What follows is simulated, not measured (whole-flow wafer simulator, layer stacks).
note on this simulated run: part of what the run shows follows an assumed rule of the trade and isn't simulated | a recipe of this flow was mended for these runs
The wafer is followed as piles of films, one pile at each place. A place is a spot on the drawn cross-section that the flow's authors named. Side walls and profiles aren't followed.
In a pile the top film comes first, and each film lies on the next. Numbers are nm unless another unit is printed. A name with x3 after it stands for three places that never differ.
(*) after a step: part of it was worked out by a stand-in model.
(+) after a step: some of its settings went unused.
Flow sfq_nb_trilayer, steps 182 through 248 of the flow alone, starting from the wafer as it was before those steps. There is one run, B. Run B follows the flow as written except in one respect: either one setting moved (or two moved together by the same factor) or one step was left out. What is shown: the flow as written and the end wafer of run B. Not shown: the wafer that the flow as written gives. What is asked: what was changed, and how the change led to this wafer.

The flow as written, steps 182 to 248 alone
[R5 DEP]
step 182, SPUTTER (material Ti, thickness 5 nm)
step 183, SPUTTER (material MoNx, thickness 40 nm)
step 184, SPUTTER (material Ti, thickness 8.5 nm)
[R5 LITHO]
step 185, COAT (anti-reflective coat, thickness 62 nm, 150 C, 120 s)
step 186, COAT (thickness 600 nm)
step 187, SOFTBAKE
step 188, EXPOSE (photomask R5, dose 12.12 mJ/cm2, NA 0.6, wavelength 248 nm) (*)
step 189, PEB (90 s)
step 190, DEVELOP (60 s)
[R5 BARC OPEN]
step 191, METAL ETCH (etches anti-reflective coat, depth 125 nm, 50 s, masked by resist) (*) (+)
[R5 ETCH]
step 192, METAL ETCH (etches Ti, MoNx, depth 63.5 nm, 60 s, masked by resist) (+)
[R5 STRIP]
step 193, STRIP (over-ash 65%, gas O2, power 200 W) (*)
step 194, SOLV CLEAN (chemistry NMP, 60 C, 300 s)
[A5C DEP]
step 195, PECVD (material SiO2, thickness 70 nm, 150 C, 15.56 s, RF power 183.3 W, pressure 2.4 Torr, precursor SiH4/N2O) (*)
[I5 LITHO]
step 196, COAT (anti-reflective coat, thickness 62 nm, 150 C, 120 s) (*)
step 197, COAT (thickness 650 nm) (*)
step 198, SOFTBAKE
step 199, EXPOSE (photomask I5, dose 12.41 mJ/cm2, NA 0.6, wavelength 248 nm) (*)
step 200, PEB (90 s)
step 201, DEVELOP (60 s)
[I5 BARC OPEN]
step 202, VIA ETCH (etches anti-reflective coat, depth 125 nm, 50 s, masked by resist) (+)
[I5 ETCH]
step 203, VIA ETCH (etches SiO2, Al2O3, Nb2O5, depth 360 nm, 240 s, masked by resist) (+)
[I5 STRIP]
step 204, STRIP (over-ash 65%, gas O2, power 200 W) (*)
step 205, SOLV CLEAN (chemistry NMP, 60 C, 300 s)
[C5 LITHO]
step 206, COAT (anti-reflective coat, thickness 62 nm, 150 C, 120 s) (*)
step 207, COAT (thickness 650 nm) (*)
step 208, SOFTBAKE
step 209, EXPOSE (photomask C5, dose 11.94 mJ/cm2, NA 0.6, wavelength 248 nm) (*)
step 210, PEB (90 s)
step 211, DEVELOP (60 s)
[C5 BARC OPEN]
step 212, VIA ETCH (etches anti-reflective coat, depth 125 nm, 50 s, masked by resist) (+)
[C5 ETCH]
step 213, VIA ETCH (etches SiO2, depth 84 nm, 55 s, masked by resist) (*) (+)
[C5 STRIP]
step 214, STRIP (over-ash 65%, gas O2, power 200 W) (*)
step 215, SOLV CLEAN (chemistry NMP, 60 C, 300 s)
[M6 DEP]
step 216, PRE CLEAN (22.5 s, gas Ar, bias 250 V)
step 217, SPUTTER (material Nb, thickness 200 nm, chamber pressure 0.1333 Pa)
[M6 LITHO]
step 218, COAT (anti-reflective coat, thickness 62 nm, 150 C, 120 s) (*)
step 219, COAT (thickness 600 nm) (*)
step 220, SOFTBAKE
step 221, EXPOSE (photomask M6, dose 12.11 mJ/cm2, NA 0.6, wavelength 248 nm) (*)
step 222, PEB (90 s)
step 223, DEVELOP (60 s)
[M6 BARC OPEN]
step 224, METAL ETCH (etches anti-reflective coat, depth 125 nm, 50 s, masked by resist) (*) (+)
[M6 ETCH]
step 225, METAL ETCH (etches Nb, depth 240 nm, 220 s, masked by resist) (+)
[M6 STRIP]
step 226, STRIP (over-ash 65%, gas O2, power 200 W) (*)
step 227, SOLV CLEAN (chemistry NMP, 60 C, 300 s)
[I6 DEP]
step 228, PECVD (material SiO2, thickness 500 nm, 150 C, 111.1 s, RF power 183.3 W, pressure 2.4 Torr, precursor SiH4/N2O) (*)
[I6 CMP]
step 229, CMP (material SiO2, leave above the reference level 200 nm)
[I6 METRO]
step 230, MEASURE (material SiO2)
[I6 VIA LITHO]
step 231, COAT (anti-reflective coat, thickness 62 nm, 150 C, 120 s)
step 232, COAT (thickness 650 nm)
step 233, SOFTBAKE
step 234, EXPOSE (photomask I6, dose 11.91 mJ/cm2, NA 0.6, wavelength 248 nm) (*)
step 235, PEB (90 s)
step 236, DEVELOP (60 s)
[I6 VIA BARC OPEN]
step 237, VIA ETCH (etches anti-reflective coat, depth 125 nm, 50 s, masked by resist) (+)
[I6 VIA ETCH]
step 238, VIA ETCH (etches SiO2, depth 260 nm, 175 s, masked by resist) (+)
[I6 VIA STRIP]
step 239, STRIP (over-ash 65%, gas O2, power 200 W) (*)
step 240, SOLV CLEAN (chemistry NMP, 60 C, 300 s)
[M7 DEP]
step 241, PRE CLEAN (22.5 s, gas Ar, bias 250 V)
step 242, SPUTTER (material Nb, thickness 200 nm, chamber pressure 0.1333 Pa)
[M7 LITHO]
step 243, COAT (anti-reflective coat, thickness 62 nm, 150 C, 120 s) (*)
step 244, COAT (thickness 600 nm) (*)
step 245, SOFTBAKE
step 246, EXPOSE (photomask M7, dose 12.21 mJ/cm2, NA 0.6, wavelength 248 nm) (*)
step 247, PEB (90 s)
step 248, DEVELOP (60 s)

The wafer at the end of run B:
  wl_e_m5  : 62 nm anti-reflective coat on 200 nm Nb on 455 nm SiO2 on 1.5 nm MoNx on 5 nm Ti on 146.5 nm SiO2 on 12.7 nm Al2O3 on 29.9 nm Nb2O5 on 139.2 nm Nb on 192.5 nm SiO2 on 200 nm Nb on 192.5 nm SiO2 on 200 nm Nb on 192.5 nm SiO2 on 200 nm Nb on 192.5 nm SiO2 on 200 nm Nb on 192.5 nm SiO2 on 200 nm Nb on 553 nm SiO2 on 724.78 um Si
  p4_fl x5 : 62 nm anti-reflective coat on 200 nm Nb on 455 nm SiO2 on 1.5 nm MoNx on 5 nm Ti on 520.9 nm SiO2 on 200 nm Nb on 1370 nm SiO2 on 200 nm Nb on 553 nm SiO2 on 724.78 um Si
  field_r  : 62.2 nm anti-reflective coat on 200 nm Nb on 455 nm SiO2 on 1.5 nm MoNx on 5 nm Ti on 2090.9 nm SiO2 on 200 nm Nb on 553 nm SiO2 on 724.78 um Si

What caused this: step 183, SPUTTER: thickness 56.5 nm was run, whereas the flow has thickness 40 nm.

The path from the change to this, step by step:
  step 183, SPUTTER (material MoNx, thickness 40 nm)
      field_l, v_sur, via_wl and 103 more: +56.5 MoNx (new film) (as written it would have been: +40 MoNx (new film))
  step 192, METAL ETCH (etches Ti, MoNx, depth 63.5 nm, 60 s, masked by resist) (+)
      field_l, v_sur, via_wl and 92 more: -8.5 Ti (all of it), -55 MoNx (as written it would have been: -8.5 Ti (all of it), -40 MoNx (all of it), -5 Ti (all of it), -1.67 SiO2)
      ce_l, c5j, ce_r, wl_jj: -8.5 Ti (all of it), -55 MoNx (as written it would have been: -8.5 Ti (all of it), -40 MoNx (all of it), -5 Ti (all of it), -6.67 Nb)
  step 195, PECVD (material SiO2, thickness 70 nm, 150 C, 15.56 s, RF power 183.3 W, pressure 2.4 Torr, precursor SiH4/N2O) (*)
      field_l, v_sur, via_wl and 92 more: +70 SiO2 (new film) (as written it would have been: +70 SiO2)
  step 196, COAT (anti-reflective coat, thickness 62 nm, 150 C, 120 s) (*)
      r5r_line_l, r5r_line_c, r5r_line_r: +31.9 anti-reflective coat (new film) (as written it would have been: +35.5 anti-reflective coat (new film))
      wl_j_sl, wl_j_sr: +62 anti-reflective coat (new film) (as written it would have been: +60.5 anti-reflective coat (new film))
      (as well as at 9 more places)
  step 203, VIA ETCH (etches SiO2, Al2O3, Nb2O5, depth 360 nm, 240 s, masked by resist) (+)
      be: -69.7 SiO2 (all of it), -1.5 MoNx (all of it), -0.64 Ti (as written it would have been: -214.5 SiO2 (all of it), -12.7 Al2O3 (all of it), -29.9 Nb2O5 (all of it), -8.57 Nb)
  step 204, STRIP (over-ash 65%, gas O2, power 200 W) (*)
      r5r_line_l, r5r_line_c, r5r_line_r: -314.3 KrF-resist-other-grade (all of it), -31.9 anti-reflective coat (all of it) (as written it would have been: -314.5 KrF-resist-other-grade (all of it), -35.5 anti-reflective coat (all of it))
      wl_j_sl, wl_j_sr: -315.7 KrF-resist-other-grade (all of it), -62 anti-reflective coat (all of it) (as written it would have been: -316.4 KrF-resist-other-grade (all of it), -60.5 anti-reflective coat (all of it))
      (as well as at 9 more places)
  step 206, COAT (anti-reflective coat, thickness 62 nm, 150 C, 120 s) (*)
      r5r_line_l, r5r_line_c, r5r_line_r: +31.9 anti-reflective coat (new film) (as written it would have been: +35.5 anti-reflective coat (new film))
      wl_j_sl, wl_j_sr: +62 anti-reflective coat (new film) (as written it would have been: +60.5 anti-reflective coat (new film))
      (as well as at 17 more places)
  step 207, COAT (thickness 650 nm) (*)
      be: +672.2 KrF-resist-other-grade (new film) (as written it would have been: +815 KrF-resist-other-grade (new film))
      gap: +654.3 KrF-resist-other-grade (new film) (as written it would have been: +641 KrF-resist-other-grade (new film))
  step 212, VIA ETCH (etches anti-reflective coat, depth 125 nm, 50 s, masked by resist) (+)
      c5j: -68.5 anti-reflective coat (all of it), -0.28 SiO2 (as written it would have been: -73.7 anti-reflective coat (all of it), -0.26 SiO2)
  step 213, VIA ETCH (etches SiO2, depth 84 nm, 55 s, masked by resist) (*) (+)
      c5j: -69.7 SiO2 (all of it), -1.5 MoNx (all of it), -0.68 Ti (as written it would have been: -69.7 SiO2 (all of it), -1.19 Nb)
  step 214, STRIP (over-ash 65%, gas O2, power 200 W) (*)
      r5r_line_l, r5r_line_c, r5r_line_r: -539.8 KrF-resist-other-grade (all of it), -31.9 anti-reflective coat (all of it) (as written it would have been: -540 KrF-resist-other-grade (all of it), -35.5 anti-reflective coat (all of it))
      wl_j_sl, wl_j_sr: -541.2 KrF-resist-other-grade (all of it), -62 anti-reflective coat (all of it) (as written it would have been: -541.9 KrF-resist-other-grade (all of it), -60.5 anti-reflective coat (all of it))
      (as well as at 16 more places)
  step 216, PRE CLEAN (22.5 s, gas Ar, bias 250 V)
      be: -4.36 Ti (all of it), -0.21 SiO2 (as written it would have been: -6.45 Nb)
      c5j: -4.32 Ti (all of it), -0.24 Nb (as written it would have been: -6.45 Nb)
  step 217, SPUTTER (material Nb, thickness 200 nm, chamber pressure 0.1333 Pa)
      be: +192.5 Nb (new film) (as written it would have been: +145.8 Nb)
  step 218, COAT (anti-reflective coat, thickness 62 nm, 150 C, 120 s) (*)
      r5r_line_l, r5r_line_c, r5r_line_r: +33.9 anti-reflective coat (new film) (as written it would have been: +37.1 anti-reflective coat (new film))
      wl_j_sl, wl_j_sr: +62 anti-reflective coat (new film) (as written it would have been: +60.5 anti-reflective coat (new film))
      (as well as at 19 more places)
  step 219, COAT (thickness 600 nm) (*)
      via_v: +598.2 KrF-resist-other-grade (new film) (as written it would have been: +584.1 KrF-resist-other-grade (new film))
      be: +619.6 KrF-resist-other-grade (new film) (as written it would have been: +795.2 KrF-resist-other-grade (new film))
      (as well as at 1 more place)
  step 223, DEVELOP (60 s)
      gap: -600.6 KrF-resist-other-grade (all of it) (as written it would have been: -584.6 KrF-resist-other-grade (all of it))
  ... 3 other steps ...
  step 229, CMP (material SiO2, leave above the reference level 200 nm)
      r5r_line_l, r5r_spacepad_l, r5r_spacepad_r, r5r_line_c, r5r_line_r: -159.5 SiO2 (as written it would have been: -151.2 SiO2)
      be_r, r_sur, r_end: -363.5 SiO2 (as written it would have been: -355.2 SiO2)
      (as well as at 3 more places)
If metal films that touch count as one body, wl_e_m5 has 8 bodies (between them, from the top down: SiO2 455; SiO2 146.5 / Al2O3 12.7 / Nb2O5 29.9; SiO2 192.5; SiO2 192.5; SiO2 192.5; SiO2 192.5; SiO2 192.5); the flow as written gives 7 bodies (between them, from the top down: SiO2 599.8 / Al2O3 12.7 / Nb2O5 29.9; SiO2 192.5; SiO2 192.5; SiO2 192.5; SiO2 192.5; SiO2 192.5).
If metal films that touch count as one body, p4_fl x5 has 4 bodies (between them, from the top down: SiO2 455; SiO2 520.9; SiO2 1370); the flow as written gives 3 bodies (between them, from the top down: SiO2 974.2; SiO2 1370).
If metal films that touch count as one body, field_r has 3 bodies (between them, from the top down: SiO2 455; SiO2 2090.9); the flow as written gives 2 bodies (between them, from the top down: SiO2 2544.2).
